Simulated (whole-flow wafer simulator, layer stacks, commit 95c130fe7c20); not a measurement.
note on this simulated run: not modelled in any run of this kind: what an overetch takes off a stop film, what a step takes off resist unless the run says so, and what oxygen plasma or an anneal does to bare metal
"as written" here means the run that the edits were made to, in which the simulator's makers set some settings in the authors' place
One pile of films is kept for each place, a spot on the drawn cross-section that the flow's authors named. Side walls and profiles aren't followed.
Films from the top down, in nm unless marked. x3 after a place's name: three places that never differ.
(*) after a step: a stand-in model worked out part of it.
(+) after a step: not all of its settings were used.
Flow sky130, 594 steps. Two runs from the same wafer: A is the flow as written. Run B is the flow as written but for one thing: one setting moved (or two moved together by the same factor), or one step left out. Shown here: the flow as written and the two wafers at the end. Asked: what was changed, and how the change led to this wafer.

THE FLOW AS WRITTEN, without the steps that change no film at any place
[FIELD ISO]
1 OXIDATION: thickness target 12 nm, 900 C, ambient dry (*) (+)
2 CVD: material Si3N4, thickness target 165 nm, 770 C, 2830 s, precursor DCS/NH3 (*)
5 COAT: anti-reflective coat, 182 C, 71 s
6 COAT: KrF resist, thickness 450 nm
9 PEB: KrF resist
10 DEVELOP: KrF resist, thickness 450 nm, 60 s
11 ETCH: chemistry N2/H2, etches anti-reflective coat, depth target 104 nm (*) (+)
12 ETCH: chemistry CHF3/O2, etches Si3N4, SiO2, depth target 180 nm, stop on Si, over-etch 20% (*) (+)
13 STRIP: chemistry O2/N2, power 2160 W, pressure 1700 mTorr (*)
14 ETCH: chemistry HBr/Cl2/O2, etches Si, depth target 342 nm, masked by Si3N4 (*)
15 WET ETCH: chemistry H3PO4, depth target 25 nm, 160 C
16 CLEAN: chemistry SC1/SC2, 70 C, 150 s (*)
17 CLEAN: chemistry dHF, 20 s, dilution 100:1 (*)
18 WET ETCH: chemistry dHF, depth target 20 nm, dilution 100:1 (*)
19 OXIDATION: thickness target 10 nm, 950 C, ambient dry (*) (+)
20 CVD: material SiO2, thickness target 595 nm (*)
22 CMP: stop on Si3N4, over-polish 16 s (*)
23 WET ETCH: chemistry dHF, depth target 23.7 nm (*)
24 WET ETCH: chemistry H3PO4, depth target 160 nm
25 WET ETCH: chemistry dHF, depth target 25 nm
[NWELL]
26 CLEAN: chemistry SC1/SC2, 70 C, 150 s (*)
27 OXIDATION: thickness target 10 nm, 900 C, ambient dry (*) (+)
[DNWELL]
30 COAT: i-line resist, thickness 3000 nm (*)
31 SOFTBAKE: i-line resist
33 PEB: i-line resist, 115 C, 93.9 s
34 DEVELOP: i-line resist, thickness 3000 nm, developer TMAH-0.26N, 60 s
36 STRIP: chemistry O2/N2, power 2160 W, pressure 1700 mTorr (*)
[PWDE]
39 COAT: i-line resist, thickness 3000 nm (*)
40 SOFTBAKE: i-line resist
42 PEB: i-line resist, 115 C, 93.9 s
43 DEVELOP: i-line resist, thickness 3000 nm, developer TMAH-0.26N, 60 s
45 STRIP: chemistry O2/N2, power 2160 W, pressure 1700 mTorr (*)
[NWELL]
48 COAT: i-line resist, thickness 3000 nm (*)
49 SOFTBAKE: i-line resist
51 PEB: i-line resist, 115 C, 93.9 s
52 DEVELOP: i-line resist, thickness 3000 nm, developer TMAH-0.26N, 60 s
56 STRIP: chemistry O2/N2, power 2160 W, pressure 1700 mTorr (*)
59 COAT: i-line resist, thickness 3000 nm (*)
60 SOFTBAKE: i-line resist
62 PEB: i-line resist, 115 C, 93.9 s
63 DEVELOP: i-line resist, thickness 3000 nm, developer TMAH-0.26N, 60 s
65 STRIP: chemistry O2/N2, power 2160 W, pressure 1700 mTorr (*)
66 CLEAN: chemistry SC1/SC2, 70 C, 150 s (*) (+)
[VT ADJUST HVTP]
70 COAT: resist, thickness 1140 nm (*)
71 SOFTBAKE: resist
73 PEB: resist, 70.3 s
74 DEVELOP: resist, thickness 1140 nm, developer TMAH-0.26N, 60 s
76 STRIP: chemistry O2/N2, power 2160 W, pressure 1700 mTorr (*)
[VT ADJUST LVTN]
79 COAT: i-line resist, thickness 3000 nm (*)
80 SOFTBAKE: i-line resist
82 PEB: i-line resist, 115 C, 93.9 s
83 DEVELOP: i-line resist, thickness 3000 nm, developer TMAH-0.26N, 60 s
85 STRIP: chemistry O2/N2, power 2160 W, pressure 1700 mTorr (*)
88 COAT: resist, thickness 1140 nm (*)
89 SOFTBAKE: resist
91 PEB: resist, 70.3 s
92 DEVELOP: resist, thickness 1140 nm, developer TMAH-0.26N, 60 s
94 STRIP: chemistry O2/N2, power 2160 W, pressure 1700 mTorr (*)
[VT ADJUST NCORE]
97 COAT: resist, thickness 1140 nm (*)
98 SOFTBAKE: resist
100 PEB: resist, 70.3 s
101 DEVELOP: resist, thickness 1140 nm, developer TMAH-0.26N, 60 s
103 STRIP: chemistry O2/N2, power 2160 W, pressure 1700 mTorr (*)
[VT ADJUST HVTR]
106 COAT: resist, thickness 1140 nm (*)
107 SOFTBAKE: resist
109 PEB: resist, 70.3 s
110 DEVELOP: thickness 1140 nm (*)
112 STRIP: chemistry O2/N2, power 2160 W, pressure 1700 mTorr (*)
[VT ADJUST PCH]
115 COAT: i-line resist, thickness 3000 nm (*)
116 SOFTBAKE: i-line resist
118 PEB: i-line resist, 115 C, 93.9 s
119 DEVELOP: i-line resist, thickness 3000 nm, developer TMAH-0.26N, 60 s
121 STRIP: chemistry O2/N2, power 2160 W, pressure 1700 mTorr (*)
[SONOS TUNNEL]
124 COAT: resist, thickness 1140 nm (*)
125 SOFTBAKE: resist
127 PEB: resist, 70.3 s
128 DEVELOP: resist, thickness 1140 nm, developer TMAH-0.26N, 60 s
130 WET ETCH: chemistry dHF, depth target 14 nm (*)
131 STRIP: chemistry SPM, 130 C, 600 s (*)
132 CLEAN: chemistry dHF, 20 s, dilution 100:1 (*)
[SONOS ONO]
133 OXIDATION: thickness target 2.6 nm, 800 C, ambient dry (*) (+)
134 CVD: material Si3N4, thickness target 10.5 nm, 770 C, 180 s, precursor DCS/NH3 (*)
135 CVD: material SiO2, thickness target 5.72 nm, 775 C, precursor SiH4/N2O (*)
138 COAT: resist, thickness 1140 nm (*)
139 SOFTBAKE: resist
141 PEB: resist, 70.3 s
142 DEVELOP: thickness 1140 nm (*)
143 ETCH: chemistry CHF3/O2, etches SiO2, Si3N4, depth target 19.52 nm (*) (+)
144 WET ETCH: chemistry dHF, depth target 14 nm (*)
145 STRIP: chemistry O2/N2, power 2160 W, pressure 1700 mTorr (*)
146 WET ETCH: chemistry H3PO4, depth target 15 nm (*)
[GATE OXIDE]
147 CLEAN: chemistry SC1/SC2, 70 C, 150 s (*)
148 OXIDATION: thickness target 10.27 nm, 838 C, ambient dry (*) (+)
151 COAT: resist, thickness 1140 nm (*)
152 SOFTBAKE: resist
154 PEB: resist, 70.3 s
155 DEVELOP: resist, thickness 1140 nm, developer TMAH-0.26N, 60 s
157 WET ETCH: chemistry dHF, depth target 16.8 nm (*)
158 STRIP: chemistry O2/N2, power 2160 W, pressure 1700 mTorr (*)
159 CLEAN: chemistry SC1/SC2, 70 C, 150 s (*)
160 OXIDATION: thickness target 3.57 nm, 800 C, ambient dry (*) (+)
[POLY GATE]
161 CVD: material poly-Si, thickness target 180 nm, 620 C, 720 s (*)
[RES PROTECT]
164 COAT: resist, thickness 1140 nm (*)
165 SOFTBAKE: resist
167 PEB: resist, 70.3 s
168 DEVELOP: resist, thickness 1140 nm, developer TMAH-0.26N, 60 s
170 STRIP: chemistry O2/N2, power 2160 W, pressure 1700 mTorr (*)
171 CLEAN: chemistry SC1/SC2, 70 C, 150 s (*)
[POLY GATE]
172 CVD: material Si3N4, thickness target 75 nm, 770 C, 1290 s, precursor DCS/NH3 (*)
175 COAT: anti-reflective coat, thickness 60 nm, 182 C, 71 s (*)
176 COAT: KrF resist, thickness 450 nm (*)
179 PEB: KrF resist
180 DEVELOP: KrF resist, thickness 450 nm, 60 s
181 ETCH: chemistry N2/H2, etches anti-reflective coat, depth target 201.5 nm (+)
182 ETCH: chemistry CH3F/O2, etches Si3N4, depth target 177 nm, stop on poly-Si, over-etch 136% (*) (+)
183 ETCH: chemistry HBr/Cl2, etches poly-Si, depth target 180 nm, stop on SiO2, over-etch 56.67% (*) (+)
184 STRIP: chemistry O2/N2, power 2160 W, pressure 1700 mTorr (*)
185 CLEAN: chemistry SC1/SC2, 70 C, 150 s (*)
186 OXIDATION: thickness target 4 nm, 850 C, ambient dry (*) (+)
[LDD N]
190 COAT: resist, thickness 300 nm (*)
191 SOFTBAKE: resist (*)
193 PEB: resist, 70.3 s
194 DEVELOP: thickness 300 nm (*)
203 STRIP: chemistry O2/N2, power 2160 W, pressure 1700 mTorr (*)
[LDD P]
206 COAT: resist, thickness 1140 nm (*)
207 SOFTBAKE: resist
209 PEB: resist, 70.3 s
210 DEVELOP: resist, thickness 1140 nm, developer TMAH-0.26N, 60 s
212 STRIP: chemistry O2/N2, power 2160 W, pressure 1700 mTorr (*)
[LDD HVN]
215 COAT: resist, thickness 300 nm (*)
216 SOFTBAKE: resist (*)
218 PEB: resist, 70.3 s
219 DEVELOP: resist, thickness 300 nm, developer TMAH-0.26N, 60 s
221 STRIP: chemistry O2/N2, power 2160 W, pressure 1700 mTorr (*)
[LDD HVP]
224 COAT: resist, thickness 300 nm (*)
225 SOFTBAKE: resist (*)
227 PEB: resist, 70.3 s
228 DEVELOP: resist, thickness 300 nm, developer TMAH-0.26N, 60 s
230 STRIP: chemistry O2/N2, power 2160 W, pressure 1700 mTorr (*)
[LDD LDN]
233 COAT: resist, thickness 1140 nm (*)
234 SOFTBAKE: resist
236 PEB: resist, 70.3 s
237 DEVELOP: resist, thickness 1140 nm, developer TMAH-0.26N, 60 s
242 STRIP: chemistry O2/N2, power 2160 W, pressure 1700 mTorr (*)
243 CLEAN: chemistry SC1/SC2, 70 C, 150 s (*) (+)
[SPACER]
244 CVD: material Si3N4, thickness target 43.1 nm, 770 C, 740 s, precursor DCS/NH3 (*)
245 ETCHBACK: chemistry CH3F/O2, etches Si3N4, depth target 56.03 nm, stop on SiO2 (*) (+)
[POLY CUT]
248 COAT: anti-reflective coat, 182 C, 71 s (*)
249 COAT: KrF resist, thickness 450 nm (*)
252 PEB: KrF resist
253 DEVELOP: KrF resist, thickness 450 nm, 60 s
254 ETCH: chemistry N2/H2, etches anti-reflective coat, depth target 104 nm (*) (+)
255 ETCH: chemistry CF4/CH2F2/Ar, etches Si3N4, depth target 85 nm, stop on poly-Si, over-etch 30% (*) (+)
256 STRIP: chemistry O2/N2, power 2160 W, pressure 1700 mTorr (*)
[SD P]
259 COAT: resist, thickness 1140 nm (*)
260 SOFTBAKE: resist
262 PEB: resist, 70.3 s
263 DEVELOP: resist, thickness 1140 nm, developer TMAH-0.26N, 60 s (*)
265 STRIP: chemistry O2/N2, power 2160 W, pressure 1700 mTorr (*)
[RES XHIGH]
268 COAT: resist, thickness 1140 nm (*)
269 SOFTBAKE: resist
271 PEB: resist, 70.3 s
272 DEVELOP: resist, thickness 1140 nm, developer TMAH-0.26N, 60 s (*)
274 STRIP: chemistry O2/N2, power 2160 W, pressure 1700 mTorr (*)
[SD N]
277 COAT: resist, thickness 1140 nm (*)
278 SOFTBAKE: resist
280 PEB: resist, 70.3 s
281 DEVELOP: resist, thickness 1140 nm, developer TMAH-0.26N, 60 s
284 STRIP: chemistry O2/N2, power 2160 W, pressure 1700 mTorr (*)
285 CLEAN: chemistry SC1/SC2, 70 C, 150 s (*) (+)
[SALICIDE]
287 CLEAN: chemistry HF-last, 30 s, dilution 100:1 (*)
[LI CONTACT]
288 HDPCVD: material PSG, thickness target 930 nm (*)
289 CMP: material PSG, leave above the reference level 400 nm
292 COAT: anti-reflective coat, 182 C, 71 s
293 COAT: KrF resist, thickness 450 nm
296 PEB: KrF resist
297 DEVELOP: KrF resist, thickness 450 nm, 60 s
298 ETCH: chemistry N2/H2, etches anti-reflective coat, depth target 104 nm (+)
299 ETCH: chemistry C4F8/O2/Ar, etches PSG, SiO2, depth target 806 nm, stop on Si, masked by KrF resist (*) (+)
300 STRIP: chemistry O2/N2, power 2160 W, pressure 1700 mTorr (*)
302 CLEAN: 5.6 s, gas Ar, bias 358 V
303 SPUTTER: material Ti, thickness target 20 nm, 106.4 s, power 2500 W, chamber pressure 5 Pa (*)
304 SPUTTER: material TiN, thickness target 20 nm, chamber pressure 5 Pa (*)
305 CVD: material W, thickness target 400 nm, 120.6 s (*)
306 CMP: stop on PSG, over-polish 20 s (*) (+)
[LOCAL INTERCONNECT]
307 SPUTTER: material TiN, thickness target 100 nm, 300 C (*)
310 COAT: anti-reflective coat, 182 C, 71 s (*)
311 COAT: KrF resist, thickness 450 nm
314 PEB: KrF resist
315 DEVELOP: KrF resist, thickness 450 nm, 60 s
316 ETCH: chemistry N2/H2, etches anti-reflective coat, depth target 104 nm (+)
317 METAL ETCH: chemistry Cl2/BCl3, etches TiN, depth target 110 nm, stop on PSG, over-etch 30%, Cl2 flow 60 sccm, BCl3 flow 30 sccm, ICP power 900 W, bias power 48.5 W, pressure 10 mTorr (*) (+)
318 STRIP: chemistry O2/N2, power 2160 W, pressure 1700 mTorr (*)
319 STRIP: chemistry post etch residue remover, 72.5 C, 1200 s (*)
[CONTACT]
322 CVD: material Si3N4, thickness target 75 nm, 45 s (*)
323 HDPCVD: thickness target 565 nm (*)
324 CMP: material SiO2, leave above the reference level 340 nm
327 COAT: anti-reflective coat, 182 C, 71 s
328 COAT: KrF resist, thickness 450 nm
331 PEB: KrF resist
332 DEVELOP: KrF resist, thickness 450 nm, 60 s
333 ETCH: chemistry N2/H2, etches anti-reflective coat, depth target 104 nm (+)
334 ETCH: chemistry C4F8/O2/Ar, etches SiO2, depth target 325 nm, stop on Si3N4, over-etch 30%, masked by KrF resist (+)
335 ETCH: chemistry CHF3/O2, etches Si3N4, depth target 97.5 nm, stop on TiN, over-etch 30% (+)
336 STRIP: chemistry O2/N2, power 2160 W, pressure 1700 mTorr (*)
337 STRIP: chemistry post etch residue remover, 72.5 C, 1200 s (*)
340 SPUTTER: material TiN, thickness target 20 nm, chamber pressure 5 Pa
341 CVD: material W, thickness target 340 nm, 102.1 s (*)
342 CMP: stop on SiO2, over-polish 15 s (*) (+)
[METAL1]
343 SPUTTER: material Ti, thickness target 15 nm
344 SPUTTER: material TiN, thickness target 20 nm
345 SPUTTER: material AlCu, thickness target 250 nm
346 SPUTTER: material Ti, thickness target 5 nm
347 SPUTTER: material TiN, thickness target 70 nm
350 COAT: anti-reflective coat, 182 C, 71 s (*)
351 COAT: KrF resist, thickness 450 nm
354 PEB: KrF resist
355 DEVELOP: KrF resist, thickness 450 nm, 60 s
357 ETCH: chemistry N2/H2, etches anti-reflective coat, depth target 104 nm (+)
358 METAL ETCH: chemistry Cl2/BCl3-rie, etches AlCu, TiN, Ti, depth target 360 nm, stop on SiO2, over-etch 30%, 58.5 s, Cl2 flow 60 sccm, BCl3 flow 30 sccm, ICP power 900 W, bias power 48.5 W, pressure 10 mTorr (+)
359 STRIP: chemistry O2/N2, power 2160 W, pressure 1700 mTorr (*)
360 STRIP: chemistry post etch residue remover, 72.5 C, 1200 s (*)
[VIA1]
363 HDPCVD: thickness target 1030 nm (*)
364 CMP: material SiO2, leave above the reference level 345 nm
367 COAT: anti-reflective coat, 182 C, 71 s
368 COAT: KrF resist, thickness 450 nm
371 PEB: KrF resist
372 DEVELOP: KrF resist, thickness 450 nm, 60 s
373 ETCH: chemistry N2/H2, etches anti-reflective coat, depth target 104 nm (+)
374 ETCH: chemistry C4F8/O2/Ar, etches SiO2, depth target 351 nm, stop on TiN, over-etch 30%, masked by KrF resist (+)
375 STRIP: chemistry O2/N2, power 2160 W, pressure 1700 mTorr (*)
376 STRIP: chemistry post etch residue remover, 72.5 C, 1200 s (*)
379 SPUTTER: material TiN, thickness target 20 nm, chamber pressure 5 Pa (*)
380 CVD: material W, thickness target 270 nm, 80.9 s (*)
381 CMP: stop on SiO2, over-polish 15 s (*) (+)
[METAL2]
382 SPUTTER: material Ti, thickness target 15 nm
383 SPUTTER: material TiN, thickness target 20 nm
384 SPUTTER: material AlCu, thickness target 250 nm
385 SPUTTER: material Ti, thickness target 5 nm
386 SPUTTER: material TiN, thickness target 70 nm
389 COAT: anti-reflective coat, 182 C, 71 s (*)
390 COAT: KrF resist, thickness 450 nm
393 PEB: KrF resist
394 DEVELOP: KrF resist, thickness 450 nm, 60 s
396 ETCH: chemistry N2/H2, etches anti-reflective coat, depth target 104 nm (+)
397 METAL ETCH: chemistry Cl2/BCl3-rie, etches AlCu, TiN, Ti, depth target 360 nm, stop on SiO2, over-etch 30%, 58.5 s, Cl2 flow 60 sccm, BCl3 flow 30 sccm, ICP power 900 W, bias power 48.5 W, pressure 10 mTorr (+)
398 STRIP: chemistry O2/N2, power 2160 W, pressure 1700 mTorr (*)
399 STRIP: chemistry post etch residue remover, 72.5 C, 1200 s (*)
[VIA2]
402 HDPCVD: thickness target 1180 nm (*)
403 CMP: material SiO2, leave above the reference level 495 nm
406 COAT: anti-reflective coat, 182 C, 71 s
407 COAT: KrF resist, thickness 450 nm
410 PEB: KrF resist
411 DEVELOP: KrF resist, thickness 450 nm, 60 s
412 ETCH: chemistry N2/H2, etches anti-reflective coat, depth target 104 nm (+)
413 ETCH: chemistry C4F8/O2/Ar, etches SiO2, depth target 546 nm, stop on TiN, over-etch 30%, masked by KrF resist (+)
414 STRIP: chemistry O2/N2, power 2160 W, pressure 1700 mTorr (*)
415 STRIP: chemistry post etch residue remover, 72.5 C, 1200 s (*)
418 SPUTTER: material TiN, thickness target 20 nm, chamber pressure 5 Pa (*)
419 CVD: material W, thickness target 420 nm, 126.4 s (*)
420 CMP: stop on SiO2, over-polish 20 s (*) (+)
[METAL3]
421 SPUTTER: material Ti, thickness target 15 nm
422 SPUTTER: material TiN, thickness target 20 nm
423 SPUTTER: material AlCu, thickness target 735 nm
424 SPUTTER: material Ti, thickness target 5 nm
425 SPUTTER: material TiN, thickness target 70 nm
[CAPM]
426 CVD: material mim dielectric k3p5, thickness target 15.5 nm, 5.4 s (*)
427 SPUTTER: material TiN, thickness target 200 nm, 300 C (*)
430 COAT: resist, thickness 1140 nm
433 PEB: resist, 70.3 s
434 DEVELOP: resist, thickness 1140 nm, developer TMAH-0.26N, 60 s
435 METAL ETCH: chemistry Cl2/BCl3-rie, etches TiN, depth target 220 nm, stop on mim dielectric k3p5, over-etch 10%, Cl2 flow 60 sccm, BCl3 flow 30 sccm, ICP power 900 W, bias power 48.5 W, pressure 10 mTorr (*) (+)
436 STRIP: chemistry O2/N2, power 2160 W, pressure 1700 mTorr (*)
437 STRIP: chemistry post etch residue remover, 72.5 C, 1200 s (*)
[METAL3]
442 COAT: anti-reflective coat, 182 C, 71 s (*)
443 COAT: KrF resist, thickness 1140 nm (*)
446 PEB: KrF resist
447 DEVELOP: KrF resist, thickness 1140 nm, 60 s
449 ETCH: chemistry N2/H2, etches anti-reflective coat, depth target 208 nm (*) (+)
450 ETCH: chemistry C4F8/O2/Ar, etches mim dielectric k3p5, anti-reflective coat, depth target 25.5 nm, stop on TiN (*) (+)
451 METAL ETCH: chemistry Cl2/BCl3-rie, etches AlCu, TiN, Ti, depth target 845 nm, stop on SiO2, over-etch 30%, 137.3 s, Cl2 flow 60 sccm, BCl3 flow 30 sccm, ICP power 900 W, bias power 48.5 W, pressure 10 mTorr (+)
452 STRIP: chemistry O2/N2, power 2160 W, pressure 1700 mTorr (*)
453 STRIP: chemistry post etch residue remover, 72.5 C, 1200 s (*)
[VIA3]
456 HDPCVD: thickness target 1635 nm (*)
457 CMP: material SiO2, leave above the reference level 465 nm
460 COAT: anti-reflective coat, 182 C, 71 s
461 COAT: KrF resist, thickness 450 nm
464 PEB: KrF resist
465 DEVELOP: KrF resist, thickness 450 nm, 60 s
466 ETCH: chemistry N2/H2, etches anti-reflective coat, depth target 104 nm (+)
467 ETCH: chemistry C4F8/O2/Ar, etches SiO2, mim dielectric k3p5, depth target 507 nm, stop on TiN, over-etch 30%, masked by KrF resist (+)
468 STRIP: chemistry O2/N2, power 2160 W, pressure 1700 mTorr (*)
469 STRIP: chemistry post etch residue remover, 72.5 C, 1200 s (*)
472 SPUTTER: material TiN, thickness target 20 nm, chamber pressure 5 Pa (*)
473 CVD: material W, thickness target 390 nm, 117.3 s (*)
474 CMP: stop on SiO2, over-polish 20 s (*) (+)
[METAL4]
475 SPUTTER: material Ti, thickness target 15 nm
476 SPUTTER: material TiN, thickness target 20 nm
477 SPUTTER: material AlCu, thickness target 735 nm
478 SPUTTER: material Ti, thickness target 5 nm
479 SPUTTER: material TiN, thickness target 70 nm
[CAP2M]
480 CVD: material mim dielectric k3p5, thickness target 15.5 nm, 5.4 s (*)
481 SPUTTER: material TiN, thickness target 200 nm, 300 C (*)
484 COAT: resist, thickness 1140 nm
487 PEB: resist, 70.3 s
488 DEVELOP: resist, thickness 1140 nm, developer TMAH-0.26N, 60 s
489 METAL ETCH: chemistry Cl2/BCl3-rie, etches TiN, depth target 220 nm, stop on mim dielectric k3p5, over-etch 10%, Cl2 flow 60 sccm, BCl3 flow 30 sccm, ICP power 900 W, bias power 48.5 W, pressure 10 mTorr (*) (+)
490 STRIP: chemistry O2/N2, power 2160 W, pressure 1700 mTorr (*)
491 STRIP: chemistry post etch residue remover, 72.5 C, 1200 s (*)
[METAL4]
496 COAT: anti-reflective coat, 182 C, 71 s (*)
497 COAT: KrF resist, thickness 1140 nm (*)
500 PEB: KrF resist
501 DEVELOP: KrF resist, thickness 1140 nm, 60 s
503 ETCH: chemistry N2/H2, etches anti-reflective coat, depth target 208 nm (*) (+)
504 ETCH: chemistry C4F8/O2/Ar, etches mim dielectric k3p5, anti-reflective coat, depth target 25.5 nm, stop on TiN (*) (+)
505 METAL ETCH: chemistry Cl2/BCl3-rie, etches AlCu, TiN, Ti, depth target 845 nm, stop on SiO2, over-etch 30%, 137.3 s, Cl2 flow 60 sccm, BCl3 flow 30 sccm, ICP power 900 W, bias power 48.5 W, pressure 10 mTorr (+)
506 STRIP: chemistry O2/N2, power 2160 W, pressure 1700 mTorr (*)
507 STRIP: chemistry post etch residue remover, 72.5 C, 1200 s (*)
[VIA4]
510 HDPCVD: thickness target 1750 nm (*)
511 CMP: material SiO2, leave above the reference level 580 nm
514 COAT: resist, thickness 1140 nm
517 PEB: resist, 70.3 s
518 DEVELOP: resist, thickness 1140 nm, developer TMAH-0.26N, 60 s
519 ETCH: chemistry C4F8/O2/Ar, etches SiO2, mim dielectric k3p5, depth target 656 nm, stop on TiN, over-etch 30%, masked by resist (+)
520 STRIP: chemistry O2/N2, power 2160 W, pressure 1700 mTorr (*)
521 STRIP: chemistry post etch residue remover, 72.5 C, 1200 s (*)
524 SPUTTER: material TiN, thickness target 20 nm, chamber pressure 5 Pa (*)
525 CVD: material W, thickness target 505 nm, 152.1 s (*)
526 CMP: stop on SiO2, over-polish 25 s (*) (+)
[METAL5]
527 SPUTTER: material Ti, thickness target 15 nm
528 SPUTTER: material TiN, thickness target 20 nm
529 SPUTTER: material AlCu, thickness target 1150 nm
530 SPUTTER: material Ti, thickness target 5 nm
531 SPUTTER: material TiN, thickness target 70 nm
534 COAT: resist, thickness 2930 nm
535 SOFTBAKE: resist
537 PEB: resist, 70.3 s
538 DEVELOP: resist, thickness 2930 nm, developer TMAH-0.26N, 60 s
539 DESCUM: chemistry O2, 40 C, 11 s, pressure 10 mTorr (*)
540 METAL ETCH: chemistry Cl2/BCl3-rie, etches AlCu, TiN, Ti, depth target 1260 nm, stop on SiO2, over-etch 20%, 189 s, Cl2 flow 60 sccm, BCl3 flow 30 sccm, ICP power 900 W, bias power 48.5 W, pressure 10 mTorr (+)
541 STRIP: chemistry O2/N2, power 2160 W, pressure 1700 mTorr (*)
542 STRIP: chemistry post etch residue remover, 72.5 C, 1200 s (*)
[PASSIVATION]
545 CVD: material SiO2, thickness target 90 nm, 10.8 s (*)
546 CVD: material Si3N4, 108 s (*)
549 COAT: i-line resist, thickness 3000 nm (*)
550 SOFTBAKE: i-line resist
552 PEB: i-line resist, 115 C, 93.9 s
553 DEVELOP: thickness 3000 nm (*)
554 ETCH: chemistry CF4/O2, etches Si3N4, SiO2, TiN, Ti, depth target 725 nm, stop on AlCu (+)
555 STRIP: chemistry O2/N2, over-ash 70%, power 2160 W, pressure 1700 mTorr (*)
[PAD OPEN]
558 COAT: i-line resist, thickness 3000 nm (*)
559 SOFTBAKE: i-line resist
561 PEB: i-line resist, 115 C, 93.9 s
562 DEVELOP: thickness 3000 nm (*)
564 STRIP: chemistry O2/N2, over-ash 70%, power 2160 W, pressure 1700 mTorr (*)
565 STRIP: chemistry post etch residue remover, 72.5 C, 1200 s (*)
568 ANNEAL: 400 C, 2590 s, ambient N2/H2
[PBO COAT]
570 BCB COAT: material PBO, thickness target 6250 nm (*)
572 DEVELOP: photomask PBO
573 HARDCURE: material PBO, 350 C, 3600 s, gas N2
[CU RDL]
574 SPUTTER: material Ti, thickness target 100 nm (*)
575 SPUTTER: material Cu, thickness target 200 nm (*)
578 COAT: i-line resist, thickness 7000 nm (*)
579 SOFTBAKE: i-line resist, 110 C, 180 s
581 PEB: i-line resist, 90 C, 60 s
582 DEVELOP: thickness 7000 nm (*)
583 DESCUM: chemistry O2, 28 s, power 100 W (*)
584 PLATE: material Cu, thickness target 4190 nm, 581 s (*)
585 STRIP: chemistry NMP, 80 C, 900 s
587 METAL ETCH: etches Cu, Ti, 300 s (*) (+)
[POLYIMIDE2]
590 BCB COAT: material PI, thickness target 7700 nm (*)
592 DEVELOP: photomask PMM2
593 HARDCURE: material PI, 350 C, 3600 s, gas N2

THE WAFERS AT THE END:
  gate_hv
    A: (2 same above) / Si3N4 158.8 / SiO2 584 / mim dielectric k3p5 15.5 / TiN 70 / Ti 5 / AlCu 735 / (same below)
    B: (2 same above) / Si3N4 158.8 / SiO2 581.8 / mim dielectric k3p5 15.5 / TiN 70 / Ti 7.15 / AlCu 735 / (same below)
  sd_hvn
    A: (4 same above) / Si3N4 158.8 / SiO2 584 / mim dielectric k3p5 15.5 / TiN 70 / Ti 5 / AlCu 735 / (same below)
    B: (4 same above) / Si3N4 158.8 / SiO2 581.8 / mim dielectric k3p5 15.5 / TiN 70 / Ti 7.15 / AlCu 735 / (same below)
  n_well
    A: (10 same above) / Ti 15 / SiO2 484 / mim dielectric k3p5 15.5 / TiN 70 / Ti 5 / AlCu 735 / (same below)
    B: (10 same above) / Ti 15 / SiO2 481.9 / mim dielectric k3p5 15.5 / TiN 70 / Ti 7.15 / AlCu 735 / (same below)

The cause: step 478, SPUTTER: thickness target 7.15 nm was run, where the flow has thickness target 5 nm.
It can be read off the wafer: gate_hv has Ti 7.15, and step 478 as written asks for 5 nm.

How the change led to this, step by step:
  478 SPUTTER: material Ti, thickness target 5 nm
      field, active, n_well and 189 more: A Ti +5 (new film) | B Ti +7.15 (new film)
  505 METAL ETCH: chemistry Cl2/BCl3-rie, etches AlCu, TiN, Ti, depth target 845 nm, stop on SiO2, over-etch 30%, 137.3 s, Cl2 flow 60 sccm, BCl3 flow 30 sccm, ICP power 900 W, bias power 48.5 W, pressure 10 mTorr (+)
      field, gate, spacer and 68 more: A TiN -70 (all of it), Ti -5 (all of it), AlCu -735 (all of it), TiN -20 (all of it), Ti -15 (all of it), SiO2 -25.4 | B TiN -70 (all of it), Ti -7.15 (all of it), AlCu -735 (all of it), TiN -20 (all of it), Ti -15 (all of it), SiO2 -25.1
      active, vpp_iso1, mim_edge_plate and 14 more: A TiN -70 (all of it), Ti -5 (all of it), AlCu -735 (all of it), TiN -20 (all of it), Ti -15 (all of it), SiO2 -25.3 | B TiN -70 (all of it), Ti -7.15 (all of it), AlCu -735 (all of it), TiN -20 (all of it), Ti -15 (all of it), SiO2 -25.1
